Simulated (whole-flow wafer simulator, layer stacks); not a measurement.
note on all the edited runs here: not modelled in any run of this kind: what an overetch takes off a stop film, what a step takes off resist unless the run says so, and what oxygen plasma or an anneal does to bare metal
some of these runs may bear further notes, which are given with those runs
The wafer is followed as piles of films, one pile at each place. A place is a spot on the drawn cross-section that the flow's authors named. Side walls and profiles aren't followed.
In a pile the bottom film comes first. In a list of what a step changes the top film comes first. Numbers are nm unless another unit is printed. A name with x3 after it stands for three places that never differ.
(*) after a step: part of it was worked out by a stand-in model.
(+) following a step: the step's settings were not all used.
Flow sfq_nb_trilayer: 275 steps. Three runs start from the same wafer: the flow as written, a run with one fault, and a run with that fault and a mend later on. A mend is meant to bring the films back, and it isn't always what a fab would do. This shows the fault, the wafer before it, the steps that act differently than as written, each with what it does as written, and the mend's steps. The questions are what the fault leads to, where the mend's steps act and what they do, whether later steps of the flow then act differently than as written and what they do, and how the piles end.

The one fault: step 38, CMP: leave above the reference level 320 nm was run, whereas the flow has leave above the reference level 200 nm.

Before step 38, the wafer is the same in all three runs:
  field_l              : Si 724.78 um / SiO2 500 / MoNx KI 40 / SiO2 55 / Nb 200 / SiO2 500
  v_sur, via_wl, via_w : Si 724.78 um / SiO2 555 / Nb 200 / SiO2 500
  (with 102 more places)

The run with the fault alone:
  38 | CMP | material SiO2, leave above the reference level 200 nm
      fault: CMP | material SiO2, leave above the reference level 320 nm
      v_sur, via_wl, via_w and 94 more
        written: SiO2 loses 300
        fault: SiO2 loses 180
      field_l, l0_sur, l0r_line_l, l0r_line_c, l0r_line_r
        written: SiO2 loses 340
        fault: SiO2 loses 220
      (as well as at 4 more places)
  Steps further on in the flow that do not act as written (4 more steps, not shown, differ only slightly: by at most 2% or 0.5 nm, whichever is larger):
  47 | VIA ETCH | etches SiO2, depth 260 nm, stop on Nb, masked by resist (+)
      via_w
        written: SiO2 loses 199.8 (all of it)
        fault: SiO2 loses 260
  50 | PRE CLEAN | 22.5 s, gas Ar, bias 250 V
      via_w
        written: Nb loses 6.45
        fault: SiO2 loses 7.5
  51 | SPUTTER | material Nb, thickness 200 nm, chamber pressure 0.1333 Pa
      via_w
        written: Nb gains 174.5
        fault: Nb gains 163.1 (new film)
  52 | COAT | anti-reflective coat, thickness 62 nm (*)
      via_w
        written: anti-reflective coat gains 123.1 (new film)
        fault: anti-reflective coat gains 136.1 (new film)
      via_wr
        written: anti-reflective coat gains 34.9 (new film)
        fault: anti-reflective coat gains 33.2 (new film)
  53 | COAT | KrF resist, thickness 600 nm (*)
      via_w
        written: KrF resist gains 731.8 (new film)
        fault: KrF resist gains 781.6 (new film)
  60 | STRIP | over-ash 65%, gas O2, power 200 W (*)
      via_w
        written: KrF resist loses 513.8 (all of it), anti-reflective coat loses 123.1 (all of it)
        fault: KrF resist loses 563.6 (all of it), anti-reflective coat loses 136.1 (all of it)
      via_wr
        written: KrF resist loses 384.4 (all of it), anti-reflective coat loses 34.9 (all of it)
        fault: KrF resist loses 378.6 (all of it), anti-reflective coat loses 33.2 (all of it)
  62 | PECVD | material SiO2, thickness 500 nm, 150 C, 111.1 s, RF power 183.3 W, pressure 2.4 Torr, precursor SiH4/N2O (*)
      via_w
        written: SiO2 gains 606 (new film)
        fault: SiO2 gains 678.7 (new film)
  By the end, the piles at field_l, v_sur, via_wl and 103 more depart from the flow's by more than 2% or 0.5 nm, whichever is larger.
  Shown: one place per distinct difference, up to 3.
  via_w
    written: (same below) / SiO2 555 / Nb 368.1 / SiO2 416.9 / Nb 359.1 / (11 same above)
    fault: (same below) / SiO2 555 / Nb 200 / SiO2 52.3 / Nb 163.1 / SiO2 489.6 / Nb 359.1 / (11 same above)
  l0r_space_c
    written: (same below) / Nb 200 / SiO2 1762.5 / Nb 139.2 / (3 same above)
    fault: (same below) / Nb 200 / SiO2 1882.5 / Nb 139.2 / (3 same above)
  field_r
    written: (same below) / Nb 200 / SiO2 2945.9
    fault: (same below) / Nb 200 / SiO2 3065.9

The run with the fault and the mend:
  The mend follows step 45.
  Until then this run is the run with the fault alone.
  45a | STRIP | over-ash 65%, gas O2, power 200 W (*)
      field_l, v_sur, via_wl and 102 more
        KrF resist loses 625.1 (all of it), anti-reflective coat loses 62 (all of it)
      via_w
        anti-reflective coat loses 62 (all of it)
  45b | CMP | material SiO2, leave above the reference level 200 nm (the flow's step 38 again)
      field_l, v_sur, via_wl and 103 more
        SiO2 loses 120
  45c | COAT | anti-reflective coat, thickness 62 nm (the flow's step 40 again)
      field_l, v_sur, via_wl and 103 more
        anti-reflective coat gains 62 (new film)
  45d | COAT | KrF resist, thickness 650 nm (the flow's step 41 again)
      field_l, v_sur, via_wl and 103 more
        KrF resist gains 650 (new film)
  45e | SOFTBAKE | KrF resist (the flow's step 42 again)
      does not change any film at any place that is followed
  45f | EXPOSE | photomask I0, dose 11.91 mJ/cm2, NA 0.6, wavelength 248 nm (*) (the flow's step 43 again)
      does not change any film at any place that is followed
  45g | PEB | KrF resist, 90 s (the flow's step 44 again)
      field_l, v_sur, via_wl and 103 more
        KrF resist loses 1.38
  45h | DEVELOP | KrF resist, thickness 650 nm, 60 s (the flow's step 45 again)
      field_l, v_sur, via_wl and 102 more
        KrF resist loses 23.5
      via_w
        KrF resist loses 648.6 (all of it)
  Every later step of the flow that is run acts as written at every place that is followed.
  At every place that both follow, the piles at the end match the flow's.
